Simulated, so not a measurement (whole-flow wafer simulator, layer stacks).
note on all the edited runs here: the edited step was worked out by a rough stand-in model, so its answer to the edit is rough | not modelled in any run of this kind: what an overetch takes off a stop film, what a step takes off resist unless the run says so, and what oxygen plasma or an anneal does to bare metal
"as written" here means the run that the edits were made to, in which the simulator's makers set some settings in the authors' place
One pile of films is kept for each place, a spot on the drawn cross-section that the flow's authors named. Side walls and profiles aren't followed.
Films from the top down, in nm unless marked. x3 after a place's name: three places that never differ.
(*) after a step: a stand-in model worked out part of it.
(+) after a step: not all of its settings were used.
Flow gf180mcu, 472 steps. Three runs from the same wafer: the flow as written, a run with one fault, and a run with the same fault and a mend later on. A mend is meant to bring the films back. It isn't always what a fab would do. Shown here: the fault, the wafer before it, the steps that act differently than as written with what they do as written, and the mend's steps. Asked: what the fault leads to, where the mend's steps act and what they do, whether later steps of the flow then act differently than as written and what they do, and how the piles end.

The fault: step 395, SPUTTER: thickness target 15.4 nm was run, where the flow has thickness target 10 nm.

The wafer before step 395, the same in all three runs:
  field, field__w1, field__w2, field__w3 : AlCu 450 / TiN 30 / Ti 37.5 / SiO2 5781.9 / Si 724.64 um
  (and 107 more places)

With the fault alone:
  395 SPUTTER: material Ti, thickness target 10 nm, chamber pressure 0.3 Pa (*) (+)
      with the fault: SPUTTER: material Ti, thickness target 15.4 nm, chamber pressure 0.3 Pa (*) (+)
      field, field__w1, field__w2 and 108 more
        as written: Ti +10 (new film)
        with the fault: Ti +15.4 (new film)
  Later steps of the flow that act differently than as written (1 more step differs only slightly, by at most 2% or 0.5 nm, whichever is larger, and isn't shown):
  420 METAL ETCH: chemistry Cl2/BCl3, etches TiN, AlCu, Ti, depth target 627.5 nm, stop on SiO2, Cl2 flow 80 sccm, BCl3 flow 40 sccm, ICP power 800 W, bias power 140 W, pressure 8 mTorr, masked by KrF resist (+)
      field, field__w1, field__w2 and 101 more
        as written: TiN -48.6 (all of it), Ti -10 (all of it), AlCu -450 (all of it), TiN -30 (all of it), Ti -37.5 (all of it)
        with the fault: TiN -48.6 (all of it), Ti -15.4 (all of it), AlCu -450 (all of it), TiN -30 (all of it), Ti -37.5 (all of it)
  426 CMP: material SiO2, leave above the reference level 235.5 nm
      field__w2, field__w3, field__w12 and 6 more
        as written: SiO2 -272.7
        with the fault: SiO2 -267
  At the end the piles differ from the flow's by more than 2% or 0.5 nm, whichever is larger, at field__w4, field__w8, contact, m1, m1__w1, mim, mim_1p0, m1_nw.
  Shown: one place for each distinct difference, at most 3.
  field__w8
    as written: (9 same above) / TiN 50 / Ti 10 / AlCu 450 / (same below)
    with the fault: (9 same above) / TiN 50 / Ti 15.4 / AlCu 450 / (same below)
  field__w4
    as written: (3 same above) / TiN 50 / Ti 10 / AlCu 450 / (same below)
    with the fault: (3 same above) / TiN 50 / Ti 15.4 / AlCu 450 / (same below)
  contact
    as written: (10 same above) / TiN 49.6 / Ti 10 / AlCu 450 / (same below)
    with the fault: (10 same above) / TiN 49.6 / Ti 15.4 / AlCu 450 / (same below)

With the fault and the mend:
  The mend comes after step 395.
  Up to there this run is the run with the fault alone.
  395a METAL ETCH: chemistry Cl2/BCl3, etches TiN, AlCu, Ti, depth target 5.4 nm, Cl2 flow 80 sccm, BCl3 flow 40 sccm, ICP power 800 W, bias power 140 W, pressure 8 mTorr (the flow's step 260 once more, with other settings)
      field, field__w1, field__w2 and 108 more
        Ti -5.4
  No later step of the flow acts differently than as written at any place that is followed.
  At the end the piles are the same as the flow's at every place that both follow.
